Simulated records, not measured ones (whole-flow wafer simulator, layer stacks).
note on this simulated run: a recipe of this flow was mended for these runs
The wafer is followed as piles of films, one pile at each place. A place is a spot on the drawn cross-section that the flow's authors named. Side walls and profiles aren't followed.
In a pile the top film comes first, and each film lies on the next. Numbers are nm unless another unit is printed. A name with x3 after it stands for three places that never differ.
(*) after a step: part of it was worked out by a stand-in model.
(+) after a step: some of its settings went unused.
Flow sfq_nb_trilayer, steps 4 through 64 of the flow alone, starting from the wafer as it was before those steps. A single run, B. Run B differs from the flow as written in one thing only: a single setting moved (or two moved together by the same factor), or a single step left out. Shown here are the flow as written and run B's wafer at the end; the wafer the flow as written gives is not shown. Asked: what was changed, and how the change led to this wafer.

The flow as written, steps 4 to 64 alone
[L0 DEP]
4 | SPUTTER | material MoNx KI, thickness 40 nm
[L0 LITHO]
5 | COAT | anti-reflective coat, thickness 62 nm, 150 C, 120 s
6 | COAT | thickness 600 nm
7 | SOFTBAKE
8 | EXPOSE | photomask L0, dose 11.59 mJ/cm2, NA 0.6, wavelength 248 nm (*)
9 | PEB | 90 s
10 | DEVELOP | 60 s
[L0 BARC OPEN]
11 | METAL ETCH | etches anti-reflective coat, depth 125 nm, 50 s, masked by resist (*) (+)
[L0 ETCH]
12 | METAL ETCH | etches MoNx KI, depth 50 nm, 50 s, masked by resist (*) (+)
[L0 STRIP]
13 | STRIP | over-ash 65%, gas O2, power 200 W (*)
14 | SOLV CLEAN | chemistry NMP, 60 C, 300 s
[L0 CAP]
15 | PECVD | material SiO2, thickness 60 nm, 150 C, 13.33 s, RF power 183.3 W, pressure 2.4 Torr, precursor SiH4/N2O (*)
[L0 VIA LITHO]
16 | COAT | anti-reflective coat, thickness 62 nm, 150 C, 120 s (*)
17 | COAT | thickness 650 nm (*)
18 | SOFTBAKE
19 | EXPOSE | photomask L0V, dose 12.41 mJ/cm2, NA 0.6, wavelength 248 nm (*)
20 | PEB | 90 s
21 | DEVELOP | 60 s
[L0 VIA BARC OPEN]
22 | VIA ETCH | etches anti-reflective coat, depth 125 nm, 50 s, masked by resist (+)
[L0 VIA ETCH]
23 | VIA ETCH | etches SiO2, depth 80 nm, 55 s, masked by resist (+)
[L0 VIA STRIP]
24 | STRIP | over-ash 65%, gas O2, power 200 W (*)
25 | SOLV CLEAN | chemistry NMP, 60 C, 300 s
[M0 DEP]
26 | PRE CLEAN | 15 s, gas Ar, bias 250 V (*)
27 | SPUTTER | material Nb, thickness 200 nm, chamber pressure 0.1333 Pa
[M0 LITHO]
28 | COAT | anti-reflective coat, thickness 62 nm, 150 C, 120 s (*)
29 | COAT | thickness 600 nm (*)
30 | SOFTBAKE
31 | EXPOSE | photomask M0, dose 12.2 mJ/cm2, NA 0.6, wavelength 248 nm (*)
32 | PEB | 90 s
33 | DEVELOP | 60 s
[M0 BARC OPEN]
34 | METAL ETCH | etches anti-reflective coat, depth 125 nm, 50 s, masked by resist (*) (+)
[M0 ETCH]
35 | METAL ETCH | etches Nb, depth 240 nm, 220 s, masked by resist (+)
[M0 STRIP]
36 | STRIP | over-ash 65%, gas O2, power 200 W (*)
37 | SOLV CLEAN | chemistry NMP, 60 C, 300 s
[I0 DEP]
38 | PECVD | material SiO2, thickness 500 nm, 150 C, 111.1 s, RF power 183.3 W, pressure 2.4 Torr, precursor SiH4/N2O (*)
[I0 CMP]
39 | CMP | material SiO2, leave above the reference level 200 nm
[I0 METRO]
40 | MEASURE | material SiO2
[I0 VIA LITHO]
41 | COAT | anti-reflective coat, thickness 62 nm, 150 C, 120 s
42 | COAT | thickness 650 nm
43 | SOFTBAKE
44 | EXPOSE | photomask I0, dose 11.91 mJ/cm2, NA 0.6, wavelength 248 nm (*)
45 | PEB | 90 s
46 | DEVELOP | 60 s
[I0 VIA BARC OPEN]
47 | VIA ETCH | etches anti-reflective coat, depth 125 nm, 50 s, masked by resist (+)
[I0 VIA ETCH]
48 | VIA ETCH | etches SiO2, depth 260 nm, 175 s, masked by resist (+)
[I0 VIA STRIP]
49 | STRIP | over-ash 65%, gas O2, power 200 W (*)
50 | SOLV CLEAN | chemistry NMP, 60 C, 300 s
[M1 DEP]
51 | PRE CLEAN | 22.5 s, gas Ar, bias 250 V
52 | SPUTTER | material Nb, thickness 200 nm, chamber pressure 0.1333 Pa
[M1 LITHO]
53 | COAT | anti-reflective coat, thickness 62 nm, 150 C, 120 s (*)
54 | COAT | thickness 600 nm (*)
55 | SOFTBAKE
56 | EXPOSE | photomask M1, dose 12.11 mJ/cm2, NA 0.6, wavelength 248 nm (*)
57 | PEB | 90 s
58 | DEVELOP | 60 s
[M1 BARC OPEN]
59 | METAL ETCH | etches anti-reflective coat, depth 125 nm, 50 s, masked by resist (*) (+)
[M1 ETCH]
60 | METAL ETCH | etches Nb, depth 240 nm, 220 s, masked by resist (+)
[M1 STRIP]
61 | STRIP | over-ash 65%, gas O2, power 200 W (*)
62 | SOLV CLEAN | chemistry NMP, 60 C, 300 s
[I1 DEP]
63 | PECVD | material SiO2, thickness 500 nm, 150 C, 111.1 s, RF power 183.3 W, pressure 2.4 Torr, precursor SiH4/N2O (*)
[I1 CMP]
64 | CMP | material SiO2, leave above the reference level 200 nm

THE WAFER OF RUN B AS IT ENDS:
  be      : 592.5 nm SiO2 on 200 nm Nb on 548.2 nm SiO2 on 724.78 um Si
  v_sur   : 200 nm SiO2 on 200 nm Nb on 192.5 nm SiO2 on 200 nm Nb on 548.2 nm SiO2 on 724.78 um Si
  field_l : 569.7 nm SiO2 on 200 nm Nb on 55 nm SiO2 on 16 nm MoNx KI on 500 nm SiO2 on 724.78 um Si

What caused this: step 4, SPUTTER: thickness 16 nm was run, while the flow as written has thickness 40 nm.
The wafer itself shows it: field_l has MoNx KI 16, and step 4 as written asks for 40 nm.

How this came from the change, step by step:
  4 | SPUTTER | material MoNx KI, thickness 40 nm
      field_l, v_sur, via_wl and 103 more: +16 MoNx KI (new film) (it would be, as written: +40 MoNx KI (new film))
  12 | METAL ETCH | etches MoNx KI, depth 50 nm, 50 s, masked by resist (*) (+)
      v_sur, via_wl, via_w and 97 more: -16 MoNx KI (all of it), -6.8 SiO2 (it would be, as written: -40 MoNx KI (all of it), -2 SiO2)
  16 | COAT | anti-reflective coat, thickness 62 nm, 150 C, 120 s (*)
      l0r_line_l, l0r_line_c: +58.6 anti-reflective coat (new film) (it would be, as written: +56.2 anti-reflective coat (new film))
      field_l: +55.2 anti-reflective coat (new film) (it would be, as written: +50 anti-reflective coat (new film))
      (and at 8 other places as well)
  22 | VIA ETCH | etches anti-reflective coat, depth 125 nm, 50 s, masked by resist (+)
      l0v: -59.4 anti-reflective coat (all of it), -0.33 SiO2 (it would be, as written: -57.9 anti-reflective coat (all of it), -0.34 SiO2)
  24 | STRIP | over-ash 65%, gas O2, power 200 W (*)
      field_l: -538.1 KrF-resist-other-grade (all of it), -55.2 anti-reflective coat (all of it) (it would be, as written: -534.7 KrF-resist-other-grade (all of it), -50 anti-reflective coat (all of it))
      v_sur: -543.1 KrF-resist-other-grade (all of it), -70.9 anti-reflective coat (all of it) (it would be, as written: -544.6 KrF-resist-other-grade (all of it), -78.1 anti-reflective coat (all of it))
      (and at 8 other places as well)
  28 | COAT | anti-reflective coat, thickness 62 nm, 150 C, 120 s (*)
      l0r_line_c, l0r_line_r: +58.7 anti-reflective coat (new film) (it would be, as written: +56.5 anti-reflective coat (new film))
      field_l: +55.5 anti-reflective coat (new film) (it would be, as written: +50.5 anti-reflective coat (new film))
      (and at 8 other places as well)
  36 | STRIP | over-ash 65%, gas O2, power 200 W (*)
      l0r_line_c, l0r_line_r: -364 KrF-resist-other-grade (all of it), -58.7 anti-reflective coat (all of it) (it would be, as written: -363.4 KrF-resist-other-grade (all of it), -56.5 anti-reflective coat (all of it))
      field_l: -360.8 KrF-resist-other-grade (all of it), -55.5 anti-reflective coat (all of it) (it would be, as written: -357.4 KrF-resist-other-grade (all of it), -50.5 anti-reflective coat (all of it))
      (and at 8 other places as well)
  39 | CMP | material SiO2, leave above the reference level 200 nm
      field_l, l0_sur, l0r_line_l, l0r_line_c, l0r_line_r: -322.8 SiO2 (it would be, as written: -342 SiO2)
      l0v: -258.2 SiO2 (it would be, as written: -277.4 SiO2)
